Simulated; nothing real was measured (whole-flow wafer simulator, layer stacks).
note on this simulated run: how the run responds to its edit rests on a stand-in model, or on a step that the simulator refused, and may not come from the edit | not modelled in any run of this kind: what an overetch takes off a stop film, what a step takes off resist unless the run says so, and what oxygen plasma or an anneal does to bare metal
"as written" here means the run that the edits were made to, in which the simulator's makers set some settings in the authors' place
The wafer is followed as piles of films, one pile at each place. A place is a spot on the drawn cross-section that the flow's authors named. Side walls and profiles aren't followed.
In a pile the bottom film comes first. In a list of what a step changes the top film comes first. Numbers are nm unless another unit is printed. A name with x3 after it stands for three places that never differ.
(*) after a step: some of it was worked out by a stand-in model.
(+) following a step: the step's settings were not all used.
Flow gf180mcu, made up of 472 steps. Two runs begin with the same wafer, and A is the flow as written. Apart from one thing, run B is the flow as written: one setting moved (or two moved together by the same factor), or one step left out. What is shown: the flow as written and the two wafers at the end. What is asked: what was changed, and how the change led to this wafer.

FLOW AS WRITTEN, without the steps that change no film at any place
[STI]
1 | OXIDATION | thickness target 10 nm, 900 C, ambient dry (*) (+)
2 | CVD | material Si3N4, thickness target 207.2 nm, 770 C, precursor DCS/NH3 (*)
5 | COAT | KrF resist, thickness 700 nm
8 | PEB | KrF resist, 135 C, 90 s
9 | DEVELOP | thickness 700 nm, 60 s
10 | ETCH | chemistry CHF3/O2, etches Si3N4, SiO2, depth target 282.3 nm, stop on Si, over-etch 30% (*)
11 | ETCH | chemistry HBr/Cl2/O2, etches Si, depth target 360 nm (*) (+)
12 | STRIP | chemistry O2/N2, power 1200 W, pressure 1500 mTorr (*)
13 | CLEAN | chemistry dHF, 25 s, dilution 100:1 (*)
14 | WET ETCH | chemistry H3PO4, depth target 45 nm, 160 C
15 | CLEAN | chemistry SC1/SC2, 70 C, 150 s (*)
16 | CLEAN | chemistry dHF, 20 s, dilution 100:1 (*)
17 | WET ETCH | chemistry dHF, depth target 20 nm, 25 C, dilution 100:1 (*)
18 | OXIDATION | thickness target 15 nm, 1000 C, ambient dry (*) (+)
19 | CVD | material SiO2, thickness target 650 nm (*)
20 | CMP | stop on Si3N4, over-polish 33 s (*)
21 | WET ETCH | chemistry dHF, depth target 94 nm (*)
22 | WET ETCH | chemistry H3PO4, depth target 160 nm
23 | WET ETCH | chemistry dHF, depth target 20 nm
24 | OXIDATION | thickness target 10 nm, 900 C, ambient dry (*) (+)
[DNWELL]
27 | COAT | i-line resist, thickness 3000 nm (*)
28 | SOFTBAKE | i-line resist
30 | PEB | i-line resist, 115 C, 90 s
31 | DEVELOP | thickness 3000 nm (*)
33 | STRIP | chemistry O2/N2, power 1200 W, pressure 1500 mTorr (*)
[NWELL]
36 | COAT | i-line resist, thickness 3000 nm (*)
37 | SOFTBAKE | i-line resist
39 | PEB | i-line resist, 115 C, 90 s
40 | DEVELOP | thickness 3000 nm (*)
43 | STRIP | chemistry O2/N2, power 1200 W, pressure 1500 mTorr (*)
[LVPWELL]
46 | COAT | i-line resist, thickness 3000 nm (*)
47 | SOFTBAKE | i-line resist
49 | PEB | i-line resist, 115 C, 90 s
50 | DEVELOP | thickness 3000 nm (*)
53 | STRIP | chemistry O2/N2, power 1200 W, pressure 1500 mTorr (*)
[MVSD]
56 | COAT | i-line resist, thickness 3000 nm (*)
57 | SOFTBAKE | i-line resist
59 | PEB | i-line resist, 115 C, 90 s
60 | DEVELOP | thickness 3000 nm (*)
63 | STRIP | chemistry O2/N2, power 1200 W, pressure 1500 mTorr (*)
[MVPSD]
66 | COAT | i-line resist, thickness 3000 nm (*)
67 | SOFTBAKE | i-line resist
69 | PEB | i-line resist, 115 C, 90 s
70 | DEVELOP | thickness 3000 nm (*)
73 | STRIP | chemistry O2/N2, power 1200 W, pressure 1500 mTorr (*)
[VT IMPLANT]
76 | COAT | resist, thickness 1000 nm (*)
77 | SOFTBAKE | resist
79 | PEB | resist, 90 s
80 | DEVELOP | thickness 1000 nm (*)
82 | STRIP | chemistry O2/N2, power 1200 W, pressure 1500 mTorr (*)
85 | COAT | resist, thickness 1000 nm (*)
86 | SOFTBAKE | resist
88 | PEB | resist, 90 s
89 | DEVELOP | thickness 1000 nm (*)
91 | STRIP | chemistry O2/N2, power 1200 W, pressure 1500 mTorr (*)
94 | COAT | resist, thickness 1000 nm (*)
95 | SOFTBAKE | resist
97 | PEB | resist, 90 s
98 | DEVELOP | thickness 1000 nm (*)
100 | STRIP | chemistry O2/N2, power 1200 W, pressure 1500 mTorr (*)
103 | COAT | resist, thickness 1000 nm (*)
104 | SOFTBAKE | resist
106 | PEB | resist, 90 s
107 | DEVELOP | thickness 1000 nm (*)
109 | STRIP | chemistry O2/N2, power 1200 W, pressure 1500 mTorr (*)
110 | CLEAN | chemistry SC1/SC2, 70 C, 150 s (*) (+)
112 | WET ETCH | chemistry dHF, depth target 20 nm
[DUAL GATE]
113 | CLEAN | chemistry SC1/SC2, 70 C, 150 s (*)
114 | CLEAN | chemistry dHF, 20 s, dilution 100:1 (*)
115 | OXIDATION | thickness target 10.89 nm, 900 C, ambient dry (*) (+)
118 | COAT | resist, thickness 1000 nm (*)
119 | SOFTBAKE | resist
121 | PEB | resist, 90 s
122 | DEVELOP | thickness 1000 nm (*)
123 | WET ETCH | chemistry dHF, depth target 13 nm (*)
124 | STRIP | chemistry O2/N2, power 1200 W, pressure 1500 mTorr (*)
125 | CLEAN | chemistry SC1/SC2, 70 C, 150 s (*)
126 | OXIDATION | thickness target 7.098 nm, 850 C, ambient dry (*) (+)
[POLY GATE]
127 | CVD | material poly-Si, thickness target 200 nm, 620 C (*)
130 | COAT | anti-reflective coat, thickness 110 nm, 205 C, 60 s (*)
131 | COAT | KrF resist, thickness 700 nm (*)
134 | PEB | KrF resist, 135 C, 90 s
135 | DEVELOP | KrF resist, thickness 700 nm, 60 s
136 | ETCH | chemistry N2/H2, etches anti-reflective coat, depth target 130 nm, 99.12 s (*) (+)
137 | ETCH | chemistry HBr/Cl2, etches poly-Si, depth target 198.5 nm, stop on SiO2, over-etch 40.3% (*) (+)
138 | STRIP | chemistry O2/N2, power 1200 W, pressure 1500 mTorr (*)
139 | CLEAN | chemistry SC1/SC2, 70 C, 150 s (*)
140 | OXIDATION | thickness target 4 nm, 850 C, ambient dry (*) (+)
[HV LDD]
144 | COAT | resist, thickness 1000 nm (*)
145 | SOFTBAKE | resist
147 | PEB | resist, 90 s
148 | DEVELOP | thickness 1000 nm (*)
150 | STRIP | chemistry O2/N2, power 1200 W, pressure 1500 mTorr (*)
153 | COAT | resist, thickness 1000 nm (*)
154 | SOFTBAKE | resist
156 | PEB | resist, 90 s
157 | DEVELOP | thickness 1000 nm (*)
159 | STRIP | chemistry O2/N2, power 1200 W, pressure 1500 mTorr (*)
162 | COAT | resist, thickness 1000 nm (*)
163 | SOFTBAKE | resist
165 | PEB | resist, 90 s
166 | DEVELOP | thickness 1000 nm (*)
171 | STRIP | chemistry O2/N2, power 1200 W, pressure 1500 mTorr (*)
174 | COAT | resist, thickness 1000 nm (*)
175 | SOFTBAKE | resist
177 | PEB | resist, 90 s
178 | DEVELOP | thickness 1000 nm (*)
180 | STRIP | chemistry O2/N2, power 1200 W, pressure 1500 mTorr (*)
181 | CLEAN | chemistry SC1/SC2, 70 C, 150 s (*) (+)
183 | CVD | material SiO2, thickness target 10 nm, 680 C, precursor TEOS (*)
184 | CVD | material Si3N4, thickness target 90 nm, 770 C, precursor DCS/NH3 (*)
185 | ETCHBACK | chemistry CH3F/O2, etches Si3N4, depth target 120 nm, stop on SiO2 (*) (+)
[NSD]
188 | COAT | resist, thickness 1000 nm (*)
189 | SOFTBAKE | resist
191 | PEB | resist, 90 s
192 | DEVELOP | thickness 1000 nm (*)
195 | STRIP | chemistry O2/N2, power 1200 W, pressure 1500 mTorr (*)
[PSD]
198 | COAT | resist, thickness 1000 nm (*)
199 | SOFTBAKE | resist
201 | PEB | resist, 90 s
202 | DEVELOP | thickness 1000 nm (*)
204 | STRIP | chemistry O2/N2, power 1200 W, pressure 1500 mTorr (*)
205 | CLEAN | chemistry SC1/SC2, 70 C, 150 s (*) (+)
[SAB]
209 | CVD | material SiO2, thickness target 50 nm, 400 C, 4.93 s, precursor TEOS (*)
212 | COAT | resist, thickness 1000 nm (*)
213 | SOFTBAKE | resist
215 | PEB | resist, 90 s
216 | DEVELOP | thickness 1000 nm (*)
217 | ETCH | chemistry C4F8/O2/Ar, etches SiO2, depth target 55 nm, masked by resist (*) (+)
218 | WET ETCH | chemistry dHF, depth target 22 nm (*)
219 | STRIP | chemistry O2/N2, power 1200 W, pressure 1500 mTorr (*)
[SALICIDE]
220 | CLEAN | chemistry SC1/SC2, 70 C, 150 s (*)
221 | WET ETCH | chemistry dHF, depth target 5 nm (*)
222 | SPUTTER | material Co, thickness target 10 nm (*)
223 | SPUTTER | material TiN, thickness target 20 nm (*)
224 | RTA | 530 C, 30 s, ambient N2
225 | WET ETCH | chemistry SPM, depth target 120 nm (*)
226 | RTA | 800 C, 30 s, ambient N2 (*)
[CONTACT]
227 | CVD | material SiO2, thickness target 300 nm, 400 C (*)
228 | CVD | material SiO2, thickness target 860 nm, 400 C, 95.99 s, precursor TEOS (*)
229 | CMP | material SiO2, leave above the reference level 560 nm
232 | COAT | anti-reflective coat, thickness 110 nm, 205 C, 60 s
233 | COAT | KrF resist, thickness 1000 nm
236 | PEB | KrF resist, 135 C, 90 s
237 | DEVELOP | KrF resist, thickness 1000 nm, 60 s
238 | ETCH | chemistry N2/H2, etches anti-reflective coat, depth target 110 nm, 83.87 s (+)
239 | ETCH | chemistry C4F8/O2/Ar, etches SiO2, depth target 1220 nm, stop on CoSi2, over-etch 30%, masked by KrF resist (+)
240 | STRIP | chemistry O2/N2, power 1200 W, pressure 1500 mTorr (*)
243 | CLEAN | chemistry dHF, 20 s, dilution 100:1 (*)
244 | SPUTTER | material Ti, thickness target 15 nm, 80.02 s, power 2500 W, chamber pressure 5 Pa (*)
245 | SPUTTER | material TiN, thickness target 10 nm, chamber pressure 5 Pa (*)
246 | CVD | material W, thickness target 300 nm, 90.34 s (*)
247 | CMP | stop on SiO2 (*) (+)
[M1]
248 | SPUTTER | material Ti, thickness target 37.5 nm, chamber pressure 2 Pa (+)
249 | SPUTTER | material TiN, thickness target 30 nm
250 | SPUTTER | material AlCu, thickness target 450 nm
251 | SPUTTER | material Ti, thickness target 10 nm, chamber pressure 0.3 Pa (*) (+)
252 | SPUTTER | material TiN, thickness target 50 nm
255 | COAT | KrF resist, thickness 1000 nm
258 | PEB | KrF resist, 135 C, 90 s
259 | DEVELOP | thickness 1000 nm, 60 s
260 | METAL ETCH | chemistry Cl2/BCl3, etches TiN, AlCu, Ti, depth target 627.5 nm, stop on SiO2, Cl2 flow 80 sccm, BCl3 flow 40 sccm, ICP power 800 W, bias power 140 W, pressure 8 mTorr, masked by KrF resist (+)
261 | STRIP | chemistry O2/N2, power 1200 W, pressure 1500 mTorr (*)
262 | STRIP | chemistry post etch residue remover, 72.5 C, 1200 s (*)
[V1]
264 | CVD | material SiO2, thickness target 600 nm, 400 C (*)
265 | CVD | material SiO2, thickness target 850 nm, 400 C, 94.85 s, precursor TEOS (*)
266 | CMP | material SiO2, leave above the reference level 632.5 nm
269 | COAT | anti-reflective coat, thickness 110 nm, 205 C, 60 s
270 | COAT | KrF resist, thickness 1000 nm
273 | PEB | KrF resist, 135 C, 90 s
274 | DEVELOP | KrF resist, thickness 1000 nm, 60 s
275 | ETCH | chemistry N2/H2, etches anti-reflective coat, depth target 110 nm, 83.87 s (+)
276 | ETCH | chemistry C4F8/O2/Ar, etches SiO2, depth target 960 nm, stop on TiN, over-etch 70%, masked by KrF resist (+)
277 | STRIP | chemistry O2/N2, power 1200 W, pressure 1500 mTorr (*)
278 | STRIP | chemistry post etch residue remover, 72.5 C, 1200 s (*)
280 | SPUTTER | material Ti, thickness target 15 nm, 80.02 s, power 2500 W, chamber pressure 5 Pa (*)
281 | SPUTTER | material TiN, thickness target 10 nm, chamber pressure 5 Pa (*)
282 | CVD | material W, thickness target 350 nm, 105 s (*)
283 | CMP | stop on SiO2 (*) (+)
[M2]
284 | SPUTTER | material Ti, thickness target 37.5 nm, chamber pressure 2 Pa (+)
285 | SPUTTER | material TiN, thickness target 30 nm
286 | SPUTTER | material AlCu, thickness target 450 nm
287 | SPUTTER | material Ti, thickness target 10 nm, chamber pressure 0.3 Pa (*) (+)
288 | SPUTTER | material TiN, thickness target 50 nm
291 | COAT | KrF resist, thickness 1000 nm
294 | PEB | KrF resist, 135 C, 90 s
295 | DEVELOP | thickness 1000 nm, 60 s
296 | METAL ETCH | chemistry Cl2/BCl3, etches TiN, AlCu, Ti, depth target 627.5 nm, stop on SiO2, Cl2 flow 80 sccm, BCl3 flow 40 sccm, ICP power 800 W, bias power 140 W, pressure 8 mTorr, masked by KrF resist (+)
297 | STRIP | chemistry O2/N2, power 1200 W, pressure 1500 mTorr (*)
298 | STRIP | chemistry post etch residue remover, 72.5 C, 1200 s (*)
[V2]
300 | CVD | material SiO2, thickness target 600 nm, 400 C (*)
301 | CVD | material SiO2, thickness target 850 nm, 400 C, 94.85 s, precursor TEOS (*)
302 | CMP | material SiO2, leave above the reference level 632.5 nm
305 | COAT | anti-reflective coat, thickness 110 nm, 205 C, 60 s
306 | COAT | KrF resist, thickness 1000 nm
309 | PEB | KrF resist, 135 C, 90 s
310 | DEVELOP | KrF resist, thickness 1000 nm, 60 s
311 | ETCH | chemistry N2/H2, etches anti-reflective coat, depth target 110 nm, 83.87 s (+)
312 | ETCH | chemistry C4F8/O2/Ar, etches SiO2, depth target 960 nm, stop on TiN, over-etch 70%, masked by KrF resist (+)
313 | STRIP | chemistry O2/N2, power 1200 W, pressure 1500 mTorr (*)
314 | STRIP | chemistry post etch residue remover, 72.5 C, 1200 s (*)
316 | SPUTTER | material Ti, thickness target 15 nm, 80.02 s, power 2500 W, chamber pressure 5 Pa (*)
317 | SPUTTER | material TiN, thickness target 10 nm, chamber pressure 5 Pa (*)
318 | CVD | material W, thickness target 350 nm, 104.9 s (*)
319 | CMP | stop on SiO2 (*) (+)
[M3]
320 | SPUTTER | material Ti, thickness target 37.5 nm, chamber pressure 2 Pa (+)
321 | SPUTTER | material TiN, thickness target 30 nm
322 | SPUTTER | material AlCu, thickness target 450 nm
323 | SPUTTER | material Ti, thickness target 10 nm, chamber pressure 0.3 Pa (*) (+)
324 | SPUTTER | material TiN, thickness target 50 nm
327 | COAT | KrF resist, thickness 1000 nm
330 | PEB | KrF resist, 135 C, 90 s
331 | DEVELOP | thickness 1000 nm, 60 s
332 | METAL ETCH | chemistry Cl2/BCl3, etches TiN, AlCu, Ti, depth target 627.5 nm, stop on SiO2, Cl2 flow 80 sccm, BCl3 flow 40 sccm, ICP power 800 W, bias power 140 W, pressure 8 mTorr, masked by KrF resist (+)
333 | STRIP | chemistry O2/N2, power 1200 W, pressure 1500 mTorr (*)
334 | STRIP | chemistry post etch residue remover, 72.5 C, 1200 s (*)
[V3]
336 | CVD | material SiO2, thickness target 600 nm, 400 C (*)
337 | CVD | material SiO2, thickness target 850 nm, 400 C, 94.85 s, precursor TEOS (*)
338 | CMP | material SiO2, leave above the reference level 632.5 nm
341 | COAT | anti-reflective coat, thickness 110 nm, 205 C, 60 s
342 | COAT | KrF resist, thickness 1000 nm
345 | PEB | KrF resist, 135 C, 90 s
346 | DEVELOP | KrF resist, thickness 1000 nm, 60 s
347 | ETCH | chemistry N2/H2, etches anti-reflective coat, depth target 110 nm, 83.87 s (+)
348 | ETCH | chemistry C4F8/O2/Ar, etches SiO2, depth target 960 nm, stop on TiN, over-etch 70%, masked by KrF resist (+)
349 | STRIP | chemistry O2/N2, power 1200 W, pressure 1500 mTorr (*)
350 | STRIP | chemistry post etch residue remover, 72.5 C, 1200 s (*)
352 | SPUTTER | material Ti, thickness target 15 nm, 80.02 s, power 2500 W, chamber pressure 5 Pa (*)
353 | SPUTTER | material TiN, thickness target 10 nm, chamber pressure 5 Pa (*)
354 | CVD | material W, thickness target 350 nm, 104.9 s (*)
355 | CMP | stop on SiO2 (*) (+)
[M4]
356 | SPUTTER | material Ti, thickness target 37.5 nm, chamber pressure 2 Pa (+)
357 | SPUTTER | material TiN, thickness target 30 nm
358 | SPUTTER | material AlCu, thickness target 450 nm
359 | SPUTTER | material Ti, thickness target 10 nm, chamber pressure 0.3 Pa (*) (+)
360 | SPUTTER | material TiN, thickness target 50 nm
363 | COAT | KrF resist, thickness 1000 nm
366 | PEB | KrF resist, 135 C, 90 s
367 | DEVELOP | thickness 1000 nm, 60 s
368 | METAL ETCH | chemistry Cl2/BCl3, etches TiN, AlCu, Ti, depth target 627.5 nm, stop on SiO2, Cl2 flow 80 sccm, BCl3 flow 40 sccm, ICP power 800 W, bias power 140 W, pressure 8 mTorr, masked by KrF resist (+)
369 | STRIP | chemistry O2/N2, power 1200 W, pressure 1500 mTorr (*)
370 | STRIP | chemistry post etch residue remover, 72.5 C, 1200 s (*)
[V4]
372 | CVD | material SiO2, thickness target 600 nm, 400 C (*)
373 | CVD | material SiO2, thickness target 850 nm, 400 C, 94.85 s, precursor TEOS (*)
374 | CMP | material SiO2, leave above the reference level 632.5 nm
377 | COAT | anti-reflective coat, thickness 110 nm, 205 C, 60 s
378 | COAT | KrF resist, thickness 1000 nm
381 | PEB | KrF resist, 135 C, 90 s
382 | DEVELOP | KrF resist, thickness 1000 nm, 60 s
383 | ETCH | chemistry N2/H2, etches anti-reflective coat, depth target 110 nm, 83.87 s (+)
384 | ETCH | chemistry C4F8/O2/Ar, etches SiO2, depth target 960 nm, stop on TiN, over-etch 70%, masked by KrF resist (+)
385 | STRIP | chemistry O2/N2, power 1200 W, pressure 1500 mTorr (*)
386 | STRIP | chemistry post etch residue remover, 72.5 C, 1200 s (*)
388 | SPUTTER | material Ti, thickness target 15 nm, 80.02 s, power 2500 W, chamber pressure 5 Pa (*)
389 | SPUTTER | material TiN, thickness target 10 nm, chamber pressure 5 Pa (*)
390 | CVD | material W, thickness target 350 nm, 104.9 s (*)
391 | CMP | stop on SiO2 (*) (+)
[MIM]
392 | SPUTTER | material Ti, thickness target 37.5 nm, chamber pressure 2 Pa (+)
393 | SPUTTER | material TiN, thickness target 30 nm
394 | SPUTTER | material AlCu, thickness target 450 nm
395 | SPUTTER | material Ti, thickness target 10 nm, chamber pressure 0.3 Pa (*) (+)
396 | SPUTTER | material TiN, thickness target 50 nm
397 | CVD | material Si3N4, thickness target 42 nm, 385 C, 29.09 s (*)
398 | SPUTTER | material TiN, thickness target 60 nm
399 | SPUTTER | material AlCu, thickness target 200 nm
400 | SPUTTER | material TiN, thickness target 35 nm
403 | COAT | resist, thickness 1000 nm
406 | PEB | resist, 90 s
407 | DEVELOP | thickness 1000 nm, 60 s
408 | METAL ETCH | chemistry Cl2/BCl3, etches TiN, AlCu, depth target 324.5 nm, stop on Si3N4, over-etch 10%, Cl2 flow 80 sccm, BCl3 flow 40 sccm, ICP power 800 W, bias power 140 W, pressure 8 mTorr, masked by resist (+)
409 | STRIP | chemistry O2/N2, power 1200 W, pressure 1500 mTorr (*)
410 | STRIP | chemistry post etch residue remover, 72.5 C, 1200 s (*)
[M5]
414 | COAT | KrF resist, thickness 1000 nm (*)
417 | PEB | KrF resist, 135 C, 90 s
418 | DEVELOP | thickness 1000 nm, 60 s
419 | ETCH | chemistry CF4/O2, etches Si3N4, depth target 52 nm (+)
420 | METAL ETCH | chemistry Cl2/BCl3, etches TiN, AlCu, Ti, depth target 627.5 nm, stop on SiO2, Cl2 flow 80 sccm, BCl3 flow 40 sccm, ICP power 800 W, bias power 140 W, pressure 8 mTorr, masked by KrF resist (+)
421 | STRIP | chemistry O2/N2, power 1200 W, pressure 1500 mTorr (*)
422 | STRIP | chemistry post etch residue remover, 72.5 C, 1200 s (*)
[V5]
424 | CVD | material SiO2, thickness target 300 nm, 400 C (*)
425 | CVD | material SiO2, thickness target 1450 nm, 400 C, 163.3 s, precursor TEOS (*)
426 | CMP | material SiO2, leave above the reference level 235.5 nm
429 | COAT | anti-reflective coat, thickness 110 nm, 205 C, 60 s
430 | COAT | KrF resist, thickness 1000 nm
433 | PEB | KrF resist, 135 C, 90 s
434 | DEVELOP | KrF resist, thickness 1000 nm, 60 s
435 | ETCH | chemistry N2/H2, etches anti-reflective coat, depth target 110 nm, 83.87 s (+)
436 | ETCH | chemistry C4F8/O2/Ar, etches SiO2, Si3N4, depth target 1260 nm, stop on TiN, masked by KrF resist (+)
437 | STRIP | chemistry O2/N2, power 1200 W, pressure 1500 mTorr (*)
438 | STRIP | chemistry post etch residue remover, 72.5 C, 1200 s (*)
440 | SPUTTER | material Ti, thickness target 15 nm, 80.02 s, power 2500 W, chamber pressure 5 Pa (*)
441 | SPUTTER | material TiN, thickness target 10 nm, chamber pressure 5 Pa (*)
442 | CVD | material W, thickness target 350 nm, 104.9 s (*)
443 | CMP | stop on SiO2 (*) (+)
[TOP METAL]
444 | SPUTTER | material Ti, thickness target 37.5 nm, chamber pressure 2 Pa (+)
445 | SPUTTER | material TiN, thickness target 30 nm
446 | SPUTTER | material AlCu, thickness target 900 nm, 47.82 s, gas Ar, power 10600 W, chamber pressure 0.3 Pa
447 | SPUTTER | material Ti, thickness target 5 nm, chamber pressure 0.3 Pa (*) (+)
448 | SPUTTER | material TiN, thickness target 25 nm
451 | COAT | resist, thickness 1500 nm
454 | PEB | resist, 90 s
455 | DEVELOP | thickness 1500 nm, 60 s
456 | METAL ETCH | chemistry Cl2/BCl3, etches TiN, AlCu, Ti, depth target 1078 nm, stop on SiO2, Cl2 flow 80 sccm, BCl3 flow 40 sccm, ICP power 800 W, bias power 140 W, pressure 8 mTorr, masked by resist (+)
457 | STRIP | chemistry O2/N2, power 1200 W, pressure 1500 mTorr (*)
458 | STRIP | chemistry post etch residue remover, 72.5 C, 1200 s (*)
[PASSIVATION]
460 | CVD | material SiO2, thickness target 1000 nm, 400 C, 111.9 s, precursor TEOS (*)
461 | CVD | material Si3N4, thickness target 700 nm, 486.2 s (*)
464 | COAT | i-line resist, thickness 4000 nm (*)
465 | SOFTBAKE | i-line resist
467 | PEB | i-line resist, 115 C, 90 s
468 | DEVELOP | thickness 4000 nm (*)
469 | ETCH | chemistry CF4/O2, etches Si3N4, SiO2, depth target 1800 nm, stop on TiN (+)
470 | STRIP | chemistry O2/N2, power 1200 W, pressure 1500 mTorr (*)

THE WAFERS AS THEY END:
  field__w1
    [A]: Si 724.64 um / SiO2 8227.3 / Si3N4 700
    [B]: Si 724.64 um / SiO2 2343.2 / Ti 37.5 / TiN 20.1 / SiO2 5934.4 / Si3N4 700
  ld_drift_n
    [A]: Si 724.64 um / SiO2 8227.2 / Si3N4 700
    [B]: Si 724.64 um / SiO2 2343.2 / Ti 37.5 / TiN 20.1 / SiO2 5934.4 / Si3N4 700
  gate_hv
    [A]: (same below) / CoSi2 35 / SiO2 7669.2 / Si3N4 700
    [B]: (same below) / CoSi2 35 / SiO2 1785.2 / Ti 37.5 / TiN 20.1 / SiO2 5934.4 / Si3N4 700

What caused this: step 286, SPUTTER: thickness target 558 nm was run, while the flow as written has thickness target 450 nm.

The path from the change to this, step by step:
  286 | SPUTTER | material AlCu, thickness target 450 nm
      field, field__w1, field__w2 and 108 more: A +450 AlCu (new film) | B +558 AlCu (new film)
  296 | METAL ETCH | chemistry Cl2/BCl3, etches TiN, AlCu, Ti, depth target 627.5 nm, stop on SiO2, Cl2 flow 80 sccm, BCl3 flow 40 sccm, ICP power 800 W, bias power 140 W, pressure 8 mTorr, masked by KrF resist (+)
      field, field__w1, field__w2 and 103 more: A -50 TiN (all of it), -10 Ti (all of it), -450 AlCu (all of it), -30 TiN (all of it), -37.5 Ti (all of it) | B -50 TiN (all of it), -10 Ti (all of it), -558 AlCu (all of it), -9.5 TiN
  300 | CVD | material SiO2, thickness target 600 nm, 400 C (*)
      field, field__w1, field__w2 and 103 more: A +600 SiO2 | B +600 SiO2 (new film)
  302 | CMP | material SiO2, leave above the reference level 632.5 nm
      field, field__w1, field__w2 and 103 more: A -300 SiO2 | B -249.6 SiO2
If metal films that touch count as one body, field__w1 has 1 body; the flow as written gives 0 bodies.
If metal films that touch count as one body, ld_drift_n has 1 body; the flow as written gives 0 bodies.
If metal films that touch count as one body, gate_hv has 2 bodies (between them, from the top down: SiO2 1785.2); the flow as written gives 1 body.
